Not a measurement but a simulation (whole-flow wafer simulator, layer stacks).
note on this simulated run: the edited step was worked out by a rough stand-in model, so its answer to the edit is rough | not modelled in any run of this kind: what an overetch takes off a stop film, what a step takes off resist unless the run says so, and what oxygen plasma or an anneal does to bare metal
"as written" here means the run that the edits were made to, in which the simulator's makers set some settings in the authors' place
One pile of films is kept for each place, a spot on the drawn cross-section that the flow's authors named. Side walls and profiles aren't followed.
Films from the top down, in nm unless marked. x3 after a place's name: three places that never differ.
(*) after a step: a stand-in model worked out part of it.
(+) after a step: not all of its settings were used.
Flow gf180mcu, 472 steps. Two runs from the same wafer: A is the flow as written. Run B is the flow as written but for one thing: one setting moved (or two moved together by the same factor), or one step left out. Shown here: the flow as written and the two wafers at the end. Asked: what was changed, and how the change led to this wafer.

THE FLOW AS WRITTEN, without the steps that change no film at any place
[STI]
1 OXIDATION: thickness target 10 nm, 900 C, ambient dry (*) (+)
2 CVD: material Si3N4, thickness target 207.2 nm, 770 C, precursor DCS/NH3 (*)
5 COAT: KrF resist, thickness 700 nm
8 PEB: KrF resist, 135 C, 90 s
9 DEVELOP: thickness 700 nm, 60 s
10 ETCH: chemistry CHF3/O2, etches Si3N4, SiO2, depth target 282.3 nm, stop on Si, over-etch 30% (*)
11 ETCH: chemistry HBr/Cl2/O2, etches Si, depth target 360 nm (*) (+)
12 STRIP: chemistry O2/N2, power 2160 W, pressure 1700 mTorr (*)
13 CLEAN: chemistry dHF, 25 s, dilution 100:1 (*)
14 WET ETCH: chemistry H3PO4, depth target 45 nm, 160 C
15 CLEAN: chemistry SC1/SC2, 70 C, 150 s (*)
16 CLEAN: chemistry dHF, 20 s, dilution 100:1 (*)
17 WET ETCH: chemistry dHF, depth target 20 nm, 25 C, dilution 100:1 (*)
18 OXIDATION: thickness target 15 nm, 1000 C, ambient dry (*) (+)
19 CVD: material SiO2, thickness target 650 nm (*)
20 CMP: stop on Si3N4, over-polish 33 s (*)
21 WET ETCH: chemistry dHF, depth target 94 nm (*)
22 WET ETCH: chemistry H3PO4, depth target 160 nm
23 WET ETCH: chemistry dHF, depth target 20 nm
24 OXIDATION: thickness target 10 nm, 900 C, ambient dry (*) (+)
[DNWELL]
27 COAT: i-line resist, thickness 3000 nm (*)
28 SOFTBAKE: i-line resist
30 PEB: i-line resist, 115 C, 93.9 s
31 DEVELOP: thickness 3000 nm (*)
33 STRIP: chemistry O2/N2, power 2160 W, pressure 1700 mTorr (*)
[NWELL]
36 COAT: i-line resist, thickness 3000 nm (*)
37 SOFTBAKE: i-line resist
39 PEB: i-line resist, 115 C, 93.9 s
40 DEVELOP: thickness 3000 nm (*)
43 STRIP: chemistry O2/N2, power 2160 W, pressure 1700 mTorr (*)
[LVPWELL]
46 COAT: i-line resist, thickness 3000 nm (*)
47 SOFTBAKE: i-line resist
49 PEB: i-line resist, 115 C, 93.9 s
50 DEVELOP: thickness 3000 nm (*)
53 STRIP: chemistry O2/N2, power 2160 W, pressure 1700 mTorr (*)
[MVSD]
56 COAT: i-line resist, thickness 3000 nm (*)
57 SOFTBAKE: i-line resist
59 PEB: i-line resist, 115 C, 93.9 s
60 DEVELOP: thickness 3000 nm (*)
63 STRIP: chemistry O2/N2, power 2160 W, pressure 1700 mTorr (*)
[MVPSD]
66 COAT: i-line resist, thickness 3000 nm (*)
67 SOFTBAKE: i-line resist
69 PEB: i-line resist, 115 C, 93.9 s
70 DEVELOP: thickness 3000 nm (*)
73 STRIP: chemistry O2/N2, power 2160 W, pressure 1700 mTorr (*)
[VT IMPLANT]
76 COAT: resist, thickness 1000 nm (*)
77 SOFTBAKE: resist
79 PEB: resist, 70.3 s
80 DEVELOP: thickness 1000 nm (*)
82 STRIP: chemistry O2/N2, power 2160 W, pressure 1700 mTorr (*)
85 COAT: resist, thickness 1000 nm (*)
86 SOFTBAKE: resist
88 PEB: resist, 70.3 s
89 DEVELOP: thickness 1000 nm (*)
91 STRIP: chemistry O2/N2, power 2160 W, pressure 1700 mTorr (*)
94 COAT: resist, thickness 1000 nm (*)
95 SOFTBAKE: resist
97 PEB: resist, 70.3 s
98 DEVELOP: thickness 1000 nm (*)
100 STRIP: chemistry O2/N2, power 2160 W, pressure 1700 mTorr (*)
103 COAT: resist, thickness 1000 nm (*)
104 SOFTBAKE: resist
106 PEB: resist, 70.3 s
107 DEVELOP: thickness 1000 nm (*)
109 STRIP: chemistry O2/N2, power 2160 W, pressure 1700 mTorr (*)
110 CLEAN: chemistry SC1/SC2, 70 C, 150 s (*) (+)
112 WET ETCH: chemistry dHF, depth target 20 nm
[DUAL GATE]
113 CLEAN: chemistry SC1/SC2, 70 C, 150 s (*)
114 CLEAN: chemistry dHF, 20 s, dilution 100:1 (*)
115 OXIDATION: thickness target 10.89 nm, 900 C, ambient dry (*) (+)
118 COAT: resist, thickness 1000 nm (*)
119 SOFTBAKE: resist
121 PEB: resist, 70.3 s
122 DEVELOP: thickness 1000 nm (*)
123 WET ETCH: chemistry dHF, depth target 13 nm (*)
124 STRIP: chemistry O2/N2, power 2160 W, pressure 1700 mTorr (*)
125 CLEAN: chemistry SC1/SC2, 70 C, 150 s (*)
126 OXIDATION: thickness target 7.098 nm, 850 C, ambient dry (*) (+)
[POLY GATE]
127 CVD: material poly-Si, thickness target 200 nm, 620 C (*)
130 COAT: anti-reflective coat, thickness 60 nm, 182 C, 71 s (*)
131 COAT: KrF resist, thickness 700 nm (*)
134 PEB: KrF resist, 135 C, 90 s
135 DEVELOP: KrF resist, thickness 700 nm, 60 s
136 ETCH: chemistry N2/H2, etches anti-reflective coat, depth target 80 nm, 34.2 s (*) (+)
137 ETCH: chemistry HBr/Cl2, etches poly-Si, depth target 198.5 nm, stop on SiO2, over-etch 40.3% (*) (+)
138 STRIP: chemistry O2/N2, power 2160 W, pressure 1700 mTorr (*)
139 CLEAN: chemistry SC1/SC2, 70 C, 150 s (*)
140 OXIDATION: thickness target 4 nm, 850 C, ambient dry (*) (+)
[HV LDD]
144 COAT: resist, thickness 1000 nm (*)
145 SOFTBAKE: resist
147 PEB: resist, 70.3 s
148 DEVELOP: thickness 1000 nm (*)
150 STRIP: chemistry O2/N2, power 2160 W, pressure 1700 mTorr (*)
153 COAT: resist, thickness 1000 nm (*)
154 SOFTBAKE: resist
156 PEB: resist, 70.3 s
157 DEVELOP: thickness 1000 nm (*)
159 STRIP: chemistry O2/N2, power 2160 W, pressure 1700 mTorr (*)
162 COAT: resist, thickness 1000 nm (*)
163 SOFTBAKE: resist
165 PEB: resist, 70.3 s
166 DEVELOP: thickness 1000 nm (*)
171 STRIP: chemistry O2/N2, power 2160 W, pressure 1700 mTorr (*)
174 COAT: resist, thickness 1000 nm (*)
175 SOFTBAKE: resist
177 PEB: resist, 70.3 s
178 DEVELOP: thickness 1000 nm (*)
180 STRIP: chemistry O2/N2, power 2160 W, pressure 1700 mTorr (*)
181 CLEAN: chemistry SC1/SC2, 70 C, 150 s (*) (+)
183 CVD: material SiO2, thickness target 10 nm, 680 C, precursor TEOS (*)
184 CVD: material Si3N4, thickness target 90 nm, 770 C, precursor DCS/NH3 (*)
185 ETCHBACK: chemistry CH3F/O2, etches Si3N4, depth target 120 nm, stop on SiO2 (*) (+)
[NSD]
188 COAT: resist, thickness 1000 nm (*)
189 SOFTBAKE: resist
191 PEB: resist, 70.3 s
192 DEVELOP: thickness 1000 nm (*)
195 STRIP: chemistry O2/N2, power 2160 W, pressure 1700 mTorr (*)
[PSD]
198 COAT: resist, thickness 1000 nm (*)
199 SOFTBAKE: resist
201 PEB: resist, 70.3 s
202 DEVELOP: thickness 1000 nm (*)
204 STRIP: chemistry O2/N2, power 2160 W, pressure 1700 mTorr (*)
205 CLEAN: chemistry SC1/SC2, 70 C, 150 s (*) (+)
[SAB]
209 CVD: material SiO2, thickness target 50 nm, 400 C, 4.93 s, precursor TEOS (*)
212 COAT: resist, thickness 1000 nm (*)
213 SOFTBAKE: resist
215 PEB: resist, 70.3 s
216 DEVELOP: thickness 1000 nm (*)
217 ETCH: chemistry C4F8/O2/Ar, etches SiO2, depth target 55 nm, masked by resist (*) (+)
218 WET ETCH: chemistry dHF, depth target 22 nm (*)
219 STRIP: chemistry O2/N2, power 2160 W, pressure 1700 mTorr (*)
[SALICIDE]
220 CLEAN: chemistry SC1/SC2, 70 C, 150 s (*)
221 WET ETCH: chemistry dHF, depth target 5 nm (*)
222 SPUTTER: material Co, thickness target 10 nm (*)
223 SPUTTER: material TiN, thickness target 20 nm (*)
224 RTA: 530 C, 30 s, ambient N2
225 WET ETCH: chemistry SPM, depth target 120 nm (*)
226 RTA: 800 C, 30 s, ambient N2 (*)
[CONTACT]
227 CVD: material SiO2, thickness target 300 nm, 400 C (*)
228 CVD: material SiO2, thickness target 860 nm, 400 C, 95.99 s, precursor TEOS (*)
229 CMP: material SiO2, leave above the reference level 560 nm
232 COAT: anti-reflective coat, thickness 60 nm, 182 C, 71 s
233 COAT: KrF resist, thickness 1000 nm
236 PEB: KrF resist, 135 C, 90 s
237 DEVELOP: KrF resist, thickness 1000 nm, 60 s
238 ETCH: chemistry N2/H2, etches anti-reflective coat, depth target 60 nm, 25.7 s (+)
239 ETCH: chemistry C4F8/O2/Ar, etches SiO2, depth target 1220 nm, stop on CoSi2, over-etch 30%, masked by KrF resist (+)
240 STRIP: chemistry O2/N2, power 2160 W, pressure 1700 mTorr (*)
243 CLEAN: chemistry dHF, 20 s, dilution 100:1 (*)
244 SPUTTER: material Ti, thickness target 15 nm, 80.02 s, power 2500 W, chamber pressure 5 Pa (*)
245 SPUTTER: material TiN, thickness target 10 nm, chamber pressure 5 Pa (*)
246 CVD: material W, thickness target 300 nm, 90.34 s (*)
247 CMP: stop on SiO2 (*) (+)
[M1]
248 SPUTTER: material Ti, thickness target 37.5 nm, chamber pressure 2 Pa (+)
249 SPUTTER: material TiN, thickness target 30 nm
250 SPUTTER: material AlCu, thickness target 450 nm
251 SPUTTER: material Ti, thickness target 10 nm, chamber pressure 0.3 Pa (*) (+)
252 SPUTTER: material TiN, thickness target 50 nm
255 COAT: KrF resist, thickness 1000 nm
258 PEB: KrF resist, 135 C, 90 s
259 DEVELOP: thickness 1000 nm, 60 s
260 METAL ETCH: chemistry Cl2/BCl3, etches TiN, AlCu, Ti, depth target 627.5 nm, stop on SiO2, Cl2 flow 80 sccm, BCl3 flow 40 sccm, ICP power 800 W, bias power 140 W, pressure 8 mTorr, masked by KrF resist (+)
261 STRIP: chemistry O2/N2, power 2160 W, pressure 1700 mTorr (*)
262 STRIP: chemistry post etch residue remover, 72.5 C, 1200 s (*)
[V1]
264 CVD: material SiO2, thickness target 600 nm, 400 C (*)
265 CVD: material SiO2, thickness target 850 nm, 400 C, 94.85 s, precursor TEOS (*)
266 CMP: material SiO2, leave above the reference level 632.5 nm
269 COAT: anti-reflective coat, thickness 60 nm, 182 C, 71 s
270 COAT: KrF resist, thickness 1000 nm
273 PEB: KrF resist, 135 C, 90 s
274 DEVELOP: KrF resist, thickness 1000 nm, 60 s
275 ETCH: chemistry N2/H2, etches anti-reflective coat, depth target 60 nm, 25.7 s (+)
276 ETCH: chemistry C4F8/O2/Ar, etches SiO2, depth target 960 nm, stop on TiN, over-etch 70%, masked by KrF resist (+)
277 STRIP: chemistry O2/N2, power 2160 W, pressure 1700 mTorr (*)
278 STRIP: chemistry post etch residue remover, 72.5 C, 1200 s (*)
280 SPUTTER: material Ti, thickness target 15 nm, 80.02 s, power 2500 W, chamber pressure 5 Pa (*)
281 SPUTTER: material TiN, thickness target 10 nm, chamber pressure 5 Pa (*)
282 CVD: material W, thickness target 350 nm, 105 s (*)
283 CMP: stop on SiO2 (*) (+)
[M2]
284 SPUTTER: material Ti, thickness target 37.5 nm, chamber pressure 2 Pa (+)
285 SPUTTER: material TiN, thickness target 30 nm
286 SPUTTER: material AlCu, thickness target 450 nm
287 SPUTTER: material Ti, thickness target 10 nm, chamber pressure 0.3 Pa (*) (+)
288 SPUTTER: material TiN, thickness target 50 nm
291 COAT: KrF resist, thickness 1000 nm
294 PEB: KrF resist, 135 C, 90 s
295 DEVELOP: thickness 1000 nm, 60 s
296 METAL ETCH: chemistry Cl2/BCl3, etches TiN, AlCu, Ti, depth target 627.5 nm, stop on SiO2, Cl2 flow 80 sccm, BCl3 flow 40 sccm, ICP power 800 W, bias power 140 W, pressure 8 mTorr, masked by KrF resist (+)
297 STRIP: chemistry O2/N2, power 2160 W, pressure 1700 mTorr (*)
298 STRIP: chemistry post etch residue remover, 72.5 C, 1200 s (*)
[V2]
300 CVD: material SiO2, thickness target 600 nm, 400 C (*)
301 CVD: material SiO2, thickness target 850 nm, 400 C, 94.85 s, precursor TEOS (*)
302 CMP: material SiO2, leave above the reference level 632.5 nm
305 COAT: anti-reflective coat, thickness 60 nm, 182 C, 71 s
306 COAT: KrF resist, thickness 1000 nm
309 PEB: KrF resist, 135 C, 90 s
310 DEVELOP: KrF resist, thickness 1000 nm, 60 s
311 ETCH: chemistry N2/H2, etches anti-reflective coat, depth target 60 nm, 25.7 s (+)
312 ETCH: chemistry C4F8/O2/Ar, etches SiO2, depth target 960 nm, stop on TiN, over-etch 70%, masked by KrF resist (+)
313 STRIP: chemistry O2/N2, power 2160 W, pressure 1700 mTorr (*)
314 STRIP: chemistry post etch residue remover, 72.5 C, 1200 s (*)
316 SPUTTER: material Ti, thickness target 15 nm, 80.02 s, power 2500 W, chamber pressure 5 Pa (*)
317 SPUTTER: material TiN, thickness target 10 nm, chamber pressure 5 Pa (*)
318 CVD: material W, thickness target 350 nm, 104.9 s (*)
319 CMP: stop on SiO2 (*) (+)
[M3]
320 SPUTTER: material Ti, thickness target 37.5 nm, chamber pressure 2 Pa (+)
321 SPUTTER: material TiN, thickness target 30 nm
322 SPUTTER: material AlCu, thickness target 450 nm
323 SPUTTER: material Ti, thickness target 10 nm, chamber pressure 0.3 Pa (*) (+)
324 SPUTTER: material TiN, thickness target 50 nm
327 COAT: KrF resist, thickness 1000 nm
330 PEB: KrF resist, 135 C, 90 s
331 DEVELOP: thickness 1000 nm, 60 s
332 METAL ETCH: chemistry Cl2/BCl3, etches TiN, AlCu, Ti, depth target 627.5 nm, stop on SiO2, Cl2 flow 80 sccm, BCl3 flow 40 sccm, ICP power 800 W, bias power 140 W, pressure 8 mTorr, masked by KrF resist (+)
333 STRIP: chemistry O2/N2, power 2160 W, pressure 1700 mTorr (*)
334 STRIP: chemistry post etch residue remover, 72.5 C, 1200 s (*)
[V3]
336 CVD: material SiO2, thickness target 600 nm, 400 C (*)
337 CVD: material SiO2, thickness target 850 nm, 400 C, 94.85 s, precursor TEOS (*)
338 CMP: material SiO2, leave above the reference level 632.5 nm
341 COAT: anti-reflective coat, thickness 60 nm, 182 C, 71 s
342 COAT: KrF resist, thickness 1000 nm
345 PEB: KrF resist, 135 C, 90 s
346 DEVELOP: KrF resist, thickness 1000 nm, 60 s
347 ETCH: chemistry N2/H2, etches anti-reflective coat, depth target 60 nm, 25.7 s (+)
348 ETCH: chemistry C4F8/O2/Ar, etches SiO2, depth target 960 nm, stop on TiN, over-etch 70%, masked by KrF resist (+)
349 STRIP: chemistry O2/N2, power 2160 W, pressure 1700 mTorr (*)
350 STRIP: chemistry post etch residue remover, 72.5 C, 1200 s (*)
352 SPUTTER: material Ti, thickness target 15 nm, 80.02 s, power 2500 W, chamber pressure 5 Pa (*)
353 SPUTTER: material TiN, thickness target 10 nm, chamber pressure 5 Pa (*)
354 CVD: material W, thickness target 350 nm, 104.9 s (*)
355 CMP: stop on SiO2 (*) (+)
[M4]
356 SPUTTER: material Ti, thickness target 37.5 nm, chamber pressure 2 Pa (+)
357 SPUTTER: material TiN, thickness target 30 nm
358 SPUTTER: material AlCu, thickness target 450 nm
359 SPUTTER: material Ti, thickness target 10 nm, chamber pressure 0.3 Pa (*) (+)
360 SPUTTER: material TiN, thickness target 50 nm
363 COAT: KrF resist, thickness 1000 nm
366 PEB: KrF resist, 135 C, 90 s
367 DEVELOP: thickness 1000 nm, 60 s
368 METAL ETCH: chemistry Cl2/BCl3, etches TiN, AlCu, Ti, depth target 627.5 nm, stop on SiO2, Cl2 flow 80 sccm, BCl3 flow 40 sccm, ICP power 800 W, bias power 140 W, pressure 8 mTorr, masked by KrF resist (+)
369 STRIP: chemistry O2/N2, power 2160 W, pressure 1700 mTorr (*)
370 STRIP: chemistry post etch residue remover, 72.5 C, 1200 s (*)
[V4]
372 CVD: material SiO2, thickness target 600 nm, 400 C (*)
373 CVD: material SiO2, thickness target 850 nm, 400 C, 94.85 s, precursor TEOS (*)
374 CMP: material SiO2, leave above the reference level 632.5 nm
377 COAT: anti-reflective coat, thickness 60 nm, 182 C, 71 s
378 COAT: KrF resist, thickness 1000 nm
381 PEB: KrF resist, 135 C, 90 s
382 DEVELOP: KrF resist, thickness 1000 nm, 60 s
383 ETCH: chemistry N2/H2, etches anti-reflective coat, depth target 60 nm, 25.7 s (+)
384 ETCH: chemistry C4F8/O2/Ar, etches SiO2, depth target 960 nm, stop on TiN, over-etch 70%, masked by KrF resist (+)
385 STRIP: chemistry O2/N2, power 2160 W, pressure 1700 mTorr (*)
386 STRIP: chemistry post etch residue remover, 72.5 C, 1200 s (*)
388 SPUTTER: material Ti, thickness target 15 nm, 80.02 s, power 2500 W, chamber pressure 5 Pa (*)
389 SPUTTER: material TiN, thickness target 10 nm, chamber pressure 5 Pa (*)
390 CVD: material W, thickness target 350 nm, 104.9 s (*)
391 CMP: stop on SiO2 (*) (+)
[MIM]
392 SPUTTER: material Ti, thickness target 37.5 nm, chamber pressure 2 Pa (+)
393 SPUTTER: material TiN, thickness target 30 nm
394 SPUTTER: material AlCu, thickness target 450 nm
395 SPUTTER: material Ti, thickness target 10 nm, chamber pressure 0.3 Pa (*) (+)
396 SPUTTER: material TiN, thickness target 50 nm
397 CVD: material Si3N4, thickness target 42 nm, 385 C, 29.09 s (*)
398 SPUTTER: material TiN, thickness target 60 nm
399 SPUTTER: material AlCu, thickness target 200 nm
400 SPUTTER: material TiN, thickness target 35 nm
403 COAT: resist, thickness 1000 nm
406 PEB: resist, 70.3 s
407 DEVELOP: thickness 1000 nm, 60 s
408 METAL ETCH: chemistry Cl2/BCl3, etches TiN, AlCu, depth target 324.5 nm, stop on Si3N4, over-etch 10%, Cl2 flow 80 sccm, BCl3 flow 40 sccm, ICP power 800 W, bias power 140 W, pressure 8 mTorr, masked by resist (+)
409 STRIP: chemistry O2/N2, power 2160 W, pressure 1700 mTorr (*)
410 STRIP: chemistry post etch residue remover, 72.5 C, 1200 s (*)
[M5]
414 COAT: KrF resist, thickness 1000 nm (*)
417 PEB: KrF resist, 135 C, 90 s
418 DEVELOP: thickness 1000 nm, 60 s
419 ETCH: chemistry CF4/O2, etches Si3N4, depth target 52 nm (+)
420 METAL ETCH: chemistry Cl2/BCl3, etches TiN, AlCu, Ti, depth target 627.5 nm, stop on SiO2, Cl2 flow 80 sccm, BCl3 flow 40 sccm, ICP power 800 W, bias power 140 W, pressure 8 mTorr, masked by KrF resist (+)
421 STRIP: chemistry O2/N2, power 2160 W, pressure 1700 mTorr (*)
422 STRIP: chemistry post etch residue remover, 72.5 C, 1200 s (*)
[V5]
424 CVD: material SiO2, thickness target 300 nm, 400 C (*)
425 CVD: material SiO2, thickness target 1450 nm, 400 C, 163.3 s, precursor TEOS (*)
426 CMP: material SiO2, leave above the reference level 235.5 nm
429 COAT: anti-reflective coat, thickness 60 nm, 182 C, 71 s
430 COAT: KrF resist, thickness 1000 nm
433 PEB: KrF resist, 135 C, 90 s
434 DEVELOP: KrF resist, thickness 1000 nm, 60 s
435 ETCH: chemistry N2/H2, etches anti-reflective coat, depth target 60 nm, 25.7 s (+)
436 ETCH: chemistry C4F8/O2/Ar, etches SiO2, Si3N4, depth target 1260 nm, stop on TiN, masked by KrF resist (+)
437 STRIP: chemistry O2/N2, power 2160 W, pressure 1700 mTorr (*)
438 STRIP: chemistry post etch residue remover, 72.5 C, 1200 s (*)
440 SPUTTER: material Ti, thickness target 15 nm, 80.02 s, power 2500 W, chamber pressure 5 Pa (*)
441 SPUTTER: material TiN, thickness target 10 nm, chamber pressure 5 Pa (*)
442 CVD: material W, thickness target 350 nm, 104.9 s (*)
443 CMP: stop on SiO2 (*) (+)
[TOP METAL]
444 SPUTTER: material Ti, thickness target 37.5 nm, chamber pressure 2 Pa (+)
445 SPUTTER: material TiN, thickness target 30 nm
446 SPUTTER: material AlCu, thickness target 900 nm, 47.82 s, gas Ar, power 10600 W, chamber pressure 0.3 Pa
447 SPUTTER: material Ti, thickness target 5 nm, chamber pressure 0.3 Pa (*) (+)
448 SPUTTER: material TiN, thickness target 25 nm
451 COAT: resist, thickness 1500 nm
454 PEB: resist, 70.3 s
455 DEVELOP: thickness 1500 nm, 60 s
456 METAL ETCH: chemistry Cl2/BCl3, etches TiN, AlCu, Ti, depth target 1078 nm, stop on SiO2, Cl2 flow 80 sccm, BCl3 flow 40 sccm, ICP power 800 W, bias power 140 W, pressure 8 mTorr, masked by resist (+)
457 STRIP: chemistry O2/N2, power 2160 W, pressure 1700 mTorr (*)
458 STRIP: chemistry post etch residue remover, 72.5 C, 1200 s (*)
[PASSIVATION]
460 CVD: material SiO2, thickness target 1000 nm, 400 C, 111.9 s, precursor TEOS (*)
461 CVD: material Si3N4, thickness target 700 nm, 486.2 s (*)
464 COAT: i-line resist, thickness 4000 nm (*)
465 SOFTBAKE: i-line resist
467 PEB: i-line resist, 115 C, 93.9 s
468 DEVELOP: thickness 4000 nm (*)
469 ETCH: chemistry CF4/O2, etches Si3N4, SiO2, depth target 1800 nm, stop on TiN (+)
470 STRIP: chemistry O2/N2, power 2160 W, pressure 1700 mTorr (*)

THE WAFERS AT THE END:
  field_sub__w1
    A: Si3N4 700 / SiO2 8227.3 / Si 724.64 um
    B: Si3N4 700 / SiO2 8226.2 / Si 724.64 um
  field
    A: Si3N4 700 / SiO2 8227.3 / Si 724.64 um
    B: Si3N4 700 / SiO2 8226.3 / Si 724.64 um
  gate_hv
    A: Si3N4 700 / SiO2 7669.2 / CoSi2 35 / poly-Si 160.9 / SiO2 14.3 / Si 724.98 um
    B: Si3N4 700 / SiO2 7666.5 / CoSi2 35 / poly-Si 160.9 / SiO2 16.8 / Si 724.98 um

The cause: step 126, OXIDATION: thickness target 10.01 nm was run, where the flow has thickness target 7.098 nm.

How the change led to this, step by step:
  126 OXIDATION: thickness target 7.098 nm, 850 C, ambient dry (*) (+)
      gate_hv, active_hv, active_nat and 25 more: A SiO2 +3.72, Si -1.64 | B SiO2 +6.21, Si -2.73
      active, n_well, p_well and 12 more: A SiO2 +7.1 (new film), chemical SiO2 -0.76 (all of it), Si -2.79 | B SiO2 +10 (new film), chemical SiO2 -0.76 (all of it), Si -4.07
  189 SOFTBAKE: resist
      nw_enc_fld_lv__w3: A resist +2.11 | B resist -1.6
  199 SOFTBAKE: resist
      nw_enc_fld_lv__w3: A resist +2.11 | B resist -1.6
  218 WET ETCH: chemistry dHF, depth target 22 nm (*)
      active, p_well, sd_n, iso_ptap_pw, iso_ntap_nw, iso_ptap_sub, vpnp_e: A SiO2 -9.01 (all of it) | B SiO2 -11.8 (all of it)
      ldn_tap, ldn_src, ldn_drn, ldp_tap, ldp_src, ldp_drn, ldp_gr: A SiO2 -16 (all of it) | B SiO2 -18.4 (all of it)
      (and at 9 more places)
